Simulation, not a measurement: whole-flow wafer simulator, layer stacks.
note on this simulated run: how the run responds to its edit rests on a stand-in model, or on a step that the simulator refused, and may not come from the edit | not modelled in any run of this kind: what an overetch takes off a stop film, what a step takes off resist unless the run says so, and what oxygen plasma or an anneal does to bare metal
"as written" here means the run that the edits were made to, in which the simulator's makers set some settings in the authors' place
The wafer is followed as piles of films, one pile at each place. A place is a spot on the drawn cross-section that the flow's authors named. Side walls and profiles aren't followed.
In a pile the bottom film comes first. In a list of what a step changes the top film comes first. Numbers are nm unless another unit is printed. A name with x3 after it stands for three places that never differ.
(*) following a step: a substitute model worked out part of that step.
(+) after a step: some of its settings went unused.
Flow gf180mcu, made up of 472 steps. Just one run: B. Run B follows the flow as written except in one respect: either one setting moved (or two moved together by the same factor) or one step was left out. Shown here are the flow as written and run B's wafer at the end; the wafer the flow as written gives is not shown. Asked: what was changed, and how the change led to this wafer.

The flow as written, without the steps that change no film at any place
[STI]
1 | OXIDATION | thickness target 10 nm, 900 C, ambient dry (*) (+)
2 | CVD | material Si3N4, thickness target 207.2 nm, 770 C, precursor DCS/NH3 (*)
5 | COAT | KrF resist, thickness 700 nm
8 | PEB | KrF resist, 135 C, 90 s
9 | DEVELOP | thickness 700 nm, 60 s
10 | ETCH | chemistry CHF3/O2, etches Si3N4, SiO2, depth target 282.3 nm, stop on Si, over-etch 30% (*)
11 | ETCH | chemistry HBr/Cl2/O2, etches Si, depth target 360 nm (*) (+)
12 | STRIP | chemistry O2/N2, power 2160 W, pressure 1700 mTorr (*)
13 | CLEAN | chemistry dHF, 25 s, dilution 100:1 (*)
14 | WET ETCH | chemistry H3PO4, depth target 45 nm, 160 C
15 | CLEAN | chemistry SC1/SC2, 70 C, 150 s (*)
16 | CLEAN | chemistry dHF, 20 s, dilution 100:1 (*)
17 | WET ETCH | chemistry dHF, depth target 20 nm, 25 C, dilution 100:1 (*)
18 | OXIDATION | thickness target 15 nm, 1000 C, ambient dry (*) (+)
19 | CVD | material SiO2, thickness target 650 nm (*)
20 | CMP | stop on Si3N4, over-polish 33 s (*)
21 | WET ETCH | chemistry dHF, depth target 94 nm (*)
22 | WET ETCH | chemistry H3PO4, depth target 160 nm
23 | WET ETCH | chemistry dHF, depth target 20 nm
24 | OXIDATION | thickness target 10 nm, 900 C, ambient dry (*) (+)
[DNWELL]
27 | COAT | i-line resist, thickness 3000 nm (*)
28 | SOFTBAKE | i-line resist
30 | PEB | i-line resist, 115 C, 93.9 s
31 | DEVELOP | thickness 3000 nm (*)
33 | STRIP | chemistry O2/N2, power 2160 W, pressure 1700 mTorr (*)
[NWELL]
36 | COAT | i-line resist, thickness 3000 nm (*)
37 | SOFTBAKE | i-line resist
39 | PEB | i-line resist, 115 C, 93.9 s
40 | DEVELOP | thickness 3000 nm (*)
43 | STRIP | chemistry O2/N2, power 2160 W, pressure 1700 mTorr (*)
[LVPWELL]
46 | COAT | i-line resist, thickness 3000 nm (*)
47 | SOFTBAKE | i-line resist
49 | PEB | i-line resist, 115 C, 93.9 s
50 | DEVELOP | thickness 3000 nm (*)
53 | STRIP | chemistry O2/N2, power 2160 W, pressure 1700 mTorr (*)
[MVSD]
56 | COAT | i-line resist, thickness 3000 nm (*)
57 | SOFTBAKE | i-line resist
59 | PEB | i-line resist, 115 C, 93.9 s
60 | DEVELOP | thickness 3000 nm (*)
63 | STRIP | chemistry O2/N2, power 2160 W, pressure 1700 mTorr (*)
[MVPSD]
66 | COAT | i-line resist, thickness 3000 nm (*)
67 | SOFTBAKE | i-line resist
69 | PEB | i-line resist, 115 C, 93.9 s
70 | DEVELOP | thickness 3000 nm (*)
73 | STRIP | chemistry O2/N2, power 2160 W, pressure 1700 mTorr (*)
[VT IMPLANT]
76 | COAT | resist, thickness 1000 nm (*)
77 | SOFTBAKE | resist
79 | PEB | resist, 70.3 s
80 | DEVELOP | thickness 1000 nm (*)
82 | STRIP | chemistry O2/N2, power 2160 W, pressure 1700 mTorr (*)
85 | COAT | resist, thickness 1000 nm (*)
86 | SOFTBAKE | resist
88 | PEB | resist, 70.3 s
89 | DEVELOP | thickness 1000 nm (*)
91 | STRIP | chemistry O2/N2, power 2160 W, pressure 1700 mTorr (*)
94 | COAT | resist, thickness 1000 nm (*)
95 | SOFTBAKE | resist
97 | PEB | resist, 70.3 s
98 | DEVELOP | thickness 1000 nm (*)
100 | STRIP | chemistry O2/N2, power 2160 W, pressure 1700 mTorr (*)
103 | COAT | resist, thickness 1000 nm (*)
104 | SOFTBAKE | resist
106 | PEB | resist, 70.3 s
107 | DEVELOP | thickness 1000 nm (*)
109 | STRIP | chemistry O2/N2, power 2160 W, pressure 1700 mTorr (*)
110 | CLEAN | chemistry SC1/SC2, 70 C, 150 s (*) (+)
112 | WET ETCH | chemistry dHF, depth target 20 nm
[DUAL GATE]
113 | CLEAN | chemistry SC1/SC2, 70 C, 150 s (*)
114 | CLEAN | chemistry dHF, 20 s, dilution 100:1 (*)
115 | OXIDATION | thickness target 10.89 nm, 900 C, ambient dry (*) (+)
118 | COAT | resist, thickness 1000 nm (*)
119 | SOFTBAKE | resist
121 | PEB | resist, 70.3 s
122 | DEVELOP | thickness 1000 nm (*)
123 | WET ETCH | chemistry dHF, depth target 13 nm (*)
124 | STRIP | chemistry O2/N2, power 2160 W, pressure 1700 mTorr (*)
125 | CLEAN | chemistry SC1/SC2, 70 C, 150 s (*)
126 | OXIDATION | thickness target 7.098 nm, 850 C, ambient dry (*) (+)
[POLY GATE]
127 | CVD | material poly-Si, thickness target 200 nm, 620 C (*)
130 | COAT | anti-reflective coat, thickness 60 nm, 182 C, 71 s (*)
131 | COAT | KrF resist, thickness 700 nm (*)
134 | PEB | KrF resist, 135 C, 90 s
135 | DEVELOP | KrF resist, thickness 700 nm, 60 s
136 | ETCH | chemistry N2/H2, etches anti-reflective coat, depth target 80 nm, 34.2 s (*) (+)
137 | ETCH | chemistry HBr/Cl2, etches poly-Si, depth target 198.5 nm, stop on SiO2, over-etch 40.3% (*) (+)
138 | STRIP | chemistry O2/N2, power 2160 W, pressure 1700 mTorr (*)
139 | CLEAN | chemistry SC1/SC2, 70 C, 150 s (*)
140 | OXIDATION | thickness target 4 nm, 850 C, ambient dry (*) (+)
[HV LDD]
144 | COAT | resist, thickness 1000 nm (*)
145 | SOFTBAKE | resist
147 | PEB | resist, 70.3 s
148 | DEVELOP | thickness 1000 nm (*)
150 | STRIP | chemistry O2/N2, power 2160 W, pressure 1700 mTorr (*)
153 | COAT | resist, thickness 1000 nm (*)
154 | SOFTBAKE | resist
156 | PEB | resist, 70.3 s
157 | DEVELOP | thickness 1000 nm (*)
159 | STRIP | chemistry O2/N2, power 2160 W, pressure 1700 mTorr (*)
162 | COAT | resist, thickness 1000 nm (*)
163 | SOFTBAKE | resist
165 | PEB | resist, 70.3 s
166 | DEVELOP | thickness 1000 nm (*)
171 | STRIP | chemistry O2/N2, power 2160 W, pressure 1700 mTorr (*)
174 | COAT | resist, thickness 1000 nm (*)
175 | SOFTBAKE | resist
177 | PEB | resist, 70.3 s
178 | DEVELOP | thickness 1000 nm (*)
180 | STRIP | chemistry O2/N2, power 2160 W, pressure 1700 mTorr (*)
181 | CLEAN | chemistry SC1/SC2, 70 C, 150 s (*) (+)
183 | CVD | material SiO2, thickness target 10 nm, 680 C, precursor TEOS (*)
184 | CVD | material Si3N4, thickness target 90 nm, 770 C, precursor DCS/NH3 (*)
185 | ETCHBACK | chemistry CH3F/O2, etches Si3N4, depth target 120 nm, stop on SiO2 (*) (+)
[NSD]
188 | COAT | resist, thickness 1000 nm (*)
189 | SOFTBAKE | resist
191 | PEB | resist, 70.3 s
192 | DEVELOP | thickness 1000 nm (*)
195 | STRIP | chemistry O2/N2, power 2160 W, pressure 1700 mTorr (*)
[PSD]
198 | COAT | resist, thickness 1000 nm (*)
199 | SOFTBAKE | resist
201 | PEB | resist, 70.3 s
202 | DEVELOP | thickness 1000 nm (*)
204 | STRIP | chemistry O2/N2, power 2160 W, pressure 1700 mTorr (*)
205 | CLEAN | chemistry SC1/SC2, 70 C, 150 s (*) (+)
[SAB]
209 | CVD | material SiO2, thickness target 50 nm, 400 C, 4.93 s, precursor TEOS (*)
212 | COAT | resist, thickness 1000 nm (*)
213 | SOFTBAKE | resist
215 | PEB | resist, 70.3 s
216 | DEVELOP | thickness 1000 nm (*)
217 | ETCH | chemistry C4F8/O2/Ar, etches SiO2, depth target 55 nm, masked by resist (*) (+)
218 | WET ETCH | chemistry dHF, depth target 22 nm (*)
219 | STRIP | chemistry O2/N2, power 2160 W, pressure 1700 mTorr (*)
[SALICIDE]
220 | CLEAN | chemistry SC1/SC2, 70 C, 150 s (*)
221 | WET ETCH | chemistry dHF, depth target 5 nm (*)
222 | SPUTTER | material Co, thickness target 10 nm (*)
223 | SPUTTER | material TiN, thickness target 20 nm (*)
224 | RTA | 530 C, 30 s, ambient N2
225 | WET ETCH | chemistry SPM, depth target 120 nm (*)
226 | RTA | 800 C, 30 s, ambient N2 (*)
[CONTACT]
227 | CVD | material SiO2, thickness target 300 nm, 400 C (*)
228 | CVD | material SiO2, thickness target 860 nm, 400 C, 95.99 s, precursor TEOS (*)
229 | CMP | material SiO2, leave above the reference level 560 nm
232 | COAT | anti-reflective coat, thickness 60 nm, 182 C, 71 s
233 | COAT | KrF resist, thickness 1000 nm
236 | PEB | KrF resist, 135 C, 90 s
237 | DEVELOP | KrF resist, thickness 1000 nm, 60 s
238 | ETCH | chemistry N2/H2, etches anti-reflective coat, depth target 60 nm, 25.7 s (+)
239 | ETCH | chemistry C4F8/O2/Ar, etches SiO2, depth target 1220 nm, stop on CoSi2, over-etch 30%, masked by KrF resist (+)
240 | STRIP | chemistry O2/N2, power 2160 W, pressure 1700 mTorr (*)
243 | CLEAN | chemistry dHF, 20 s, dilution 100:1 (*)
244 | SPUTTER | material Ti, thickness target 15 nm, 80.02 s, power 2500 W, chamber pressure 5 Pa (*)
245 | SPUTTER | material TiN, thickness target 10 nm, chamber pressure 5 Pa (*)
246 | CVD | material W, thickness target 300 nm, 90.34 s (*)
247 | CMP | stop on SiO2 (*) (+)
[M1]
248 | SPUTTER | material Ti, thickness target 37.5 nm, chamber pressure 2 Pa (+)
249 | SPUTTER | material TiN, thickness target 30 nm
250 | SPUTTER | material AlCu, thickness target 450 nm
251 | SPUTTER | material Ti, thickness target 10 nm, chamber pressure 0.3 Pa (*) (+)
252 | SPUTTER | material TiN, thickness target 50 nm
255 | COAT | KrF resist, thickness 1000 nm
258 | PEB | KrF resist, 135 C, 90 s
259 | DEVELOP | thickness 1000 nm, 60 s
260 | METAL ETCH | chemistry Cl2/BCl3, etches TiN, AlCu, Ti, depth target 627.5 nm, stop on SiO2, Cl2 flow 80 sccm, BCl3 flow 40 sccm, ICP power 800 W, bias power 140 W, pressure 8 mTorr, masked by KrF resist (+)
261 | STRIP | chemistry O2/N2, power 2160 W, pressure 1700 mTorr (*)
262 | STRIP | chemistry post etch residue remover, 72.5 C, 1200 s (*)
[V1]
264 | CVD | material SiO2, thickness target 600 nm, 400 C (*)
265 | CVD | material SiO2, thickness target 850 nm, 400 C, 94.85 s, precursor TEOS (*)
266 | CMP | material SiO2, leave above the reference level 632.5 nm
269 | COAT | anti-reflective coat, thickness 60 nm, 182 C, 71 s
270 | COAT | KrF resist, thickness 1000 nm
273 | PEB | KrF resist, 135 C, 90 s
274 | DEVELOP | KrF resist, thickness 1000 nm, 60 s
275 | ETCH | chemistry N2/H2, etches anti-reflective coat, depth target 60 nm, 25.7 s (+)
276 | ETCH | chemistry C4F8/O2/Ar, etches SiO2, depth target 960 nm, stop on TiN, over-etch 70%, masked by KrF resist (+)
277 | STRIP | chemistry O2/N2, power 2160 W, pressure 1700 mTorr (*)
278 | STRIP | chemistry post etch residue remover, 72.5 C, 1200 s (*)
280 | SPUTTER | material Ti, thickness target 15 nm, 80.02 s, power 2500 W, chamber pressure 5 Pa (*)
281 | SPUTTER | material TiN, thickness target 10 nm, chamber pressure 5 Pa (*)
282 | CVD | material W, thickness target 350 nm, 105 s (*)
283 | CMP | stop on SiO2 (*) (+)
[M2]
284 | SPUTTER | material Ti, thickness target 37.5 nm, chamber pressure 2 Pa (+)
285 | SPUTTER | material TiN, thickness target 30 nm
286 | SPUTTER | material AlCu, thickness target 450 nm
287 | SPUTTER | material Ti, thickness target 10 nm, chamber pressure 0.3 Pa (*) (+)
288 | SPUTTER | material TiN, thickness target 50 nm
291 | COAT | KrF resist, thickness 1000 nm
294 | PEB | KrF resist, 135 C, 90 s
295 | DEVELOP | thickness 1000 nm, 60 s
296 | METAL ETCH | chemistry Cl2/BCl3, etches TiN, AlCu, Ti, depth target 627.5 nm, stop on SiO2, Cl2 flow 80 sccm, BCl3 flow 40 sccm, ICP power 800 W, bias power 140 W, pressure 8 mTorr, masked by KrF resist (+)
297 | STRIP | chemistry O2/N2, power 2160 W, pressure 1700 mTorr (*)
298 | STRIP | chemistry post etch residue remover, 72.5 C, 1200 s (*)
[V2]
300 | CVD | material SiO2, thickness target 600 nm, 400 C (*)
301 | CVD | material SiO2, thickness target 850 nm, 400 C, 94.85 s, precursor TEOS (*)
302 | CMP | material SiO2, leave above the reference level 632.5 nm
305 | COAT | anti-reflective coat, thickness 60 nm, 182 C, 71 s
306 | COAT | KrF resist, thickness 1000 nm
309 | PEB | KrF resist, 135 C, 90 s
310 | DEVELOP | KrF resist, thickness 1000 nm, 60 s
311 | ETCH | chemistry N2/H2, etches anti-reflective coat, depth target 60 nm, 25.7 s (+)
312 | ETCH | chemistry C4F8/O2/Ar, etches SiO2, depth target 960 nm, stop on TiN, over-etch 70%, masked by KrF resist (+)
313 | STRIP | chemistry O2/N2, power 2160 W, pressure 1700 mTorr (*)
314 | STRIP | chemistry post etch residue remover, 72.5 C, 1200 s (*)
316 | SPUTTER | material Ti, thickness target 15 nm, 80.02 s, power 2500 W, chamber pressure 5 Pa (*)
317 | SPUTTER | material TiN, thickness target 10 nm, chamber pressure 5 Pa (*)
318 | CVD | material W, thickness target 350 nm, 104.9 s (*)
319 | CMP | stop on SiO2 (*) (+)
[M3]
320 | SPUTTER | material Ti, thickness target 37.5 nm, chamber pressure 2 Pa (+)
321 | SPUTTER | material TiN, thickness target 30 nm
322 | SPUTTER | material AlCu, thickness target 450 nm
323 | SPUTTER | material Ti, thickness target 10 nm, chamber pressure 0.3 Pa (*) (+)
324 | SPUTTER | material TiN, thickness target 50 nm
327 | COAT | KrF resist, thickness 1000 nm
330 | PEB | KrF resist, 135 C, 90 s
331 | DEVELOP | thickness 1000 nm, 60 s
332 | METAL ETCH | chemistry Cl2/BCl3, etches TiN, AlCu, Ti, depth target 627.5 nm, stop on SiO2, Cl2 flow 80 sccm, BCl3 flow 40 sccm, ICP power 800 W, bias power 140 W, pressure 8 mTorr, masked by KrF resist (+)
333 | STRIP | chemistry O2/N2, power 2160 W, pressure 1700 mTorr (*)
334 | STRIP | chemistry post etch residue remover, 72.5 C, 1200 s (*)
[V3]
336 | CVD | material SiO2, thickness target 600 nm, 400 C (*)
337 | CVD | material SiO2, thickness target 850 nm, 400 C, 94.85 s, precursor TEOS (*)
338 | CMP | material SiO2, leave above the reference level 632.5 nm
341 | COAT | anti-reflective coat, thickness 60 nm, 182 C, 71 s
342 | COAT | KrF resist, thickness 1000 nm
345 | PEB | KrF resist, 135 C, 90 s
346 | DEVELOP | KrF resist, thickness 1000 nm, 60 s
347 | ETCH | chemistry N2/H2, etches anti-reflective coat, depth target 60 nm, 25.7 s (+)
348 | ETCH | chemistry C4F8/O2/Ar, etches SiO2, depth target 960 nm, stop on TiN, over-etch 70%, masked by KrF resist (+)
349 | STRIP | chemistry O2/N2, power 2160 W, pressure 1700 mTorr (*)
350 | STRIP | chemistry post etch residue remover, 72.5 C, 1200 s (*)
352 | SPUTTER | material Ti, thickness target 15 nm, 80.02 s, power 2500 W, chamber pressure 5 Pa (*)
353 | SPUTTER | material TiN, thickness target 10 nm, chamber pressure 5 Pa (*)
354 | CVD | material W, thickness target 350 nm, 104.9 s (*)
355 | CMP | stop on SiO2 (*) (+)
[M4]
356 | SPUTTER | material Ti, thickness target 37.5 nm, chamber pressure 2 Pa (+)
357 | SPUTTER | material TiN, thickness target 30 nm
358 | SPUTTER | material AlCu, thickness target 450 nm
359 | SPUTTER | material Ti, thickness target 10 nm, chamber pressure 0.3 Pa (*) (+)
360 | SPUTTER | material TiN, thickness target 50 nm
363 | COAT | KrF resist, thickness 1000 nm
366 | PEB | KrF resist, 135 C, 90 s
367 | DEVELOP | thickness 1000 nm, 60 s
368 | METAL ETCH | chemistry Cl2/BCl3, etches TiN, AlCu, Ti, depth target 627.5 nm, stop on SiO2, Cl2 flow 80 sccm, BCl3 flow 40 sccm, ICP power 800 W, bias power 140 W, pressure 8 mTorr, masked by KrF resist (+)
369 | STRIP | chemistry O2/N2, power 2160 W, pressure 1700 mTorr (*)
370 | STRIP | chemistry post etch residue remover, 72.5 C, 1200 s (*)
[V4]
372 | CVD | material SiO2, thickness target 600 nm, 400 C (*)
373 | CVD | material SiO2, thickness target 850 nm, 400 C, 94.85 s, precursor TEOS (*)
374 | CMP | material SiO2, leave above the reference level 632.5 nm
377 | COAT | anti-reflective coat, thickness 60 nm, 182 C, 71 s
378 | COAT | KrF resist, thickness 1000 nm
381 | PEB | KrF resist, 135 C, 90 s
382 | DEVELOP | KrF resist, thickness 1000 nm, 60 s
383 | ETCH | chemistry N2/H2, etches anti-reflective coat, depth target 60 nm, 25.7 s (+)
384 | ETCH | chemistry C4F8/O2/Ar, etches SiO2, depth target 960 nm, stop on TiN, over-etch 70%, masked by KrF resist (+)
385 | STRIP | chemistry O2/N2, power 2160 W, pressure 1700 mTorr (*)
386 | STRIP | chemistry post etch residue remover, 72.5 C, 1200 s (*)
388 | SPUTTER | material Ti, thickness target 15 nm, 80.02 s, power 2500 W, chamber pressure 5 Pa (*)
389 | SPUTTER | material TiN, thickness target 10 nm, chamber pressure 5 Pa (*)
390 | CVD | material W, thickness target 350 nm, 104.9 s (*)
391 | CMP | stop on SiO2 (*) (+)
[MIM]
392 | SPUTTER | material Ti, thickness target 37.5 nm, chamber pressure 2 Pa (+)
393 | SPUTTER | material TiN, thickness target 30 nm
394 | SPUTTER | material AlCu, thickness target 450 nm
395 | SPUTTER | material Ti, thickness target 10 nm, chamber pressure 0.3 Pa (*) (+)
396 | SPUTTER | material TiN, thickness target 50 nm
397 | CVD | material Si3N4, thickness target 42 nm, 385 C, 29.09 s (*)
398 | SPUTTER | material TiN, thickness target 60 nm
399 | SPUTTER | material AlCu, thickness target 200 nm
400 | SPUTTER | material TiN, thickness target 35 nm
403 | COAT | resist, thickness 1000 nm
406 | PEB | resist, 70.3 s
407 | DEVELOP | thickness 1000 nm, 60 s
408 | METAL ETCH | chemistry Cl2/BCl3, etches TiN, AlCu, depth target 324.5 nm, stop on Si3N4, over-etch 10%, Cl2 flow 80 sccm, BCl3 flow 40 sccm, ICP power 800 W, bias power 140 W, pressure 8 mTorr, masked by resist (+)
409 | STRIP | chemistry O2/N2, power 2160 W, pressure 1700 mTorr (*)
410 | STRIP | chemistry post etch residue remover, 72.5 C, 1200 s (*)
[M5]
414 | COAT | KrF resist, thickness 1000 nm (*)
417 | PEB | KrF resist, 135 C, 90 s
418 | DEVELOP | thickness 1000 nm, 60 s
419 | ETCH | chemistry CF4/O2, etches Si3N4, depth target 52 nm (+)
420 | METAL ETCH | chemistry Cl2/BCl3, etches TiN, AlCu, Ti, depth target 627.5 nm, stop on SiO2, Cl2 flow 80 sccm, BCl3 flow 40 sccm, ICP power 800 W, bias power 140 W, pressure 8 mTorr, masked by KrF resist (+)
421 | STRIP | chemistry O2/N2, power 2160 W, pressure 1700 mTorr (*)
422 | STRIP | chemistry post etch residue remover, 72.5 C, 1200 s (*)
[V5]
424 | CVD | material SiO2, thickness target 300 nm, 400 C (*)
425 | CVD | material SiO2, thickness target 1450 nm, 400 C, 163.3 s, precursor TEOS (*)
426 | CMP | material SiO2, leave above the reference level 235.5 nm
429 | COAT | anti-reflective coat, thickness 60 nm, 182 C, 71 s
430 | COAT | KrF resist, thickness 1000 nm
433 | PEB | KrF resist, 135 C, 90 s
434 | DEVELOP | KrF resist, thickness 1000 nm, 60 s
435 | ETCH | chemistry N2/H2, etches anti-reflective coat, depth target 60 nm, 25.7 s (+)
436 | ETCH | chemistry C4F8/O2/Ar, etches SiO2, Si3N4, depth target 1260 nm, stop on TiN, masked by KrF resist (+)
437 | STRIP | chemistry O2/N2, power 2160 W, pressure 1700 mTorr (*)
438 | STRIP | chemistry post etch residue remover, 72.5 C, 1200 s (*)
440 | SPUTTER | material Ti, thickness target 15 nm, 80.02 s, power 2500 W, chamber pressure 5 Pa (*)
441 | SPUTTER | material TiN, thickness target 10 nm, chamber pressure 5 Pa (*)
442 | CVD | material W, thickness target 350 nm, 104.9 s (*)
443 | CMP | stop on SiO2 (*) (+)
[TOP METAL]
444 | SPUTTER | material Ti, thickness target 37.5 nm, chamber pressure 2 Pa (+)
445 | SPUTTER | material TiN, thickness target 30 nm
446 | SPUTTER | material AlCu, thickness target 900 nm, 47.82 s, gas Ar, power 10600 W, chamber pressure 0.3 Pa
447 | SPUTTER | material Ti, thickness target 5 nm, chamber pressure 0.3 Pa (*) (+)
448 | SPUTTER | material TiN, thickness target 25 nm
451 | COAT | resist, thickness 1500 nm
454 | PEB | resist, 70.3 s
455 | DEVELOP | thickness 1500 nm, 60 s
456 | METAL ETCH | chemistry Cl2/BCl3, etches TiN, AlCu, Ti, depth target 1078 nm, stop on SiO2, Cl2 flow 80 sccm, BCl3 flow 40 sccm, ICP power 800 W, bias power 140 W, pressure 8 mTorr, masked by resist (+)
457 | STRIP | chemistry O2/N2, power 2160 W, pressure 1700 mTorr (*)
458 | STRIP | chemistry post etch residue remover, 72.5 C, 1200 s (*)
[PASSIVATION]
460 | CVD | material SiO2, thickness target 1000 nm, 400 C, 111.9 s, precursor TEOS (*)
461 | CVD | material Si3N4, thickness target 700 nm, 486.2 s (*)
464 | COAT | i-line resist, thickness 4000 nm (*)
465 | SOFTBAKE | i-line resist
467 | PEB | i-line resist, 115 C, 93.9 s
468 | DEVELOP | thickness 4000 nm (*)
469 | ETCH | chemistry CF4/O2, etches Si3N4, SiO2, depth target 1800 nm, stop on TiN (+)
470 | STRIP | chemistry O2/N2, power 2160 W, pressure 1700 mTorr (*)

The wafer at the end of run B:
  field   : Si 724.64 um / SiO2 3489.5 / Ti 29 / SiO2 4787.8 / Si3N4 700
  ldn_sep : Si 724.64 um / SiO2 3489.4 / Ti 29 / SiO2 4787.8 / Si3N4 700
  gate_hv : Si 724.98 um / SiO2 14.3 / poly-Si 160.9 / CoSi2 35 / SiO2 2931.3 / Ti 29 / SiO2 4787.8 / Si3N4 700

Cause: step 322, SPUTTER: thickness target 529 nm was run, whereas the flow has thickness target 450 nm.

How this came from the change, step by step:
  322 | SPUTTER | material AlCu, thickness target 450 nm
      field, field__w1, field__w2 and 108 more: AlCu gains 529 (new film) (in the flow as written it would be: AlCu gains 450 (new film))
  332 | METAL ETCH | chemistry Cl2/BCl3, etches TiN, AlCu, Ti, depth target 627.5 nm, stop on SiO2, Cl2 flow 80 sccm, BCl3 flow 40 sccm, ICP power 800 W, bias power 140 W, pressure 8 mTorr, masked by KrF resist (+)
      field, field__w1, field__w2 and 103 more: TiN loses 50 (all of it), Ti loses 10 (all of it), AlCu loses 529 (all of it), TiN loses 30 (all of it), Ti loses 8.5 (in the flow as written it would be: TiN loses 50 (all of it), Ti loses 10 (all of it), AlCu loses 450 (all of it), TiN loses 30 (all of it), Ti loses 37.5 (all of it))
  336 | CVD | material SiO2, thickness target 600 nm, 400 C (*)
      field, field__w1, field__w2 and 103 more: SiO2 gains 600 (new film) (in the flow as written it would be: SiO2 gains 600)
  338 | CMP | material SiO2, leave above the reference level 632.5 nm
      field, field__w1, field__w2 and 103 more: SiO2 loses 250 (in the flow as written it would be: SiO2 loses 300)
With metal films that touch counted as one body, field has 1 body; the flow as written gives 0 bodies.
With metal films that touch counted as one body, ldn_sep has 1 body; the flow as written gives 0 bodies.
With metal films that touch counted as one body, gate_hv has 2 bodies (between them, from the top down: SiO2 2931.3); the flow as written gives 1 body.
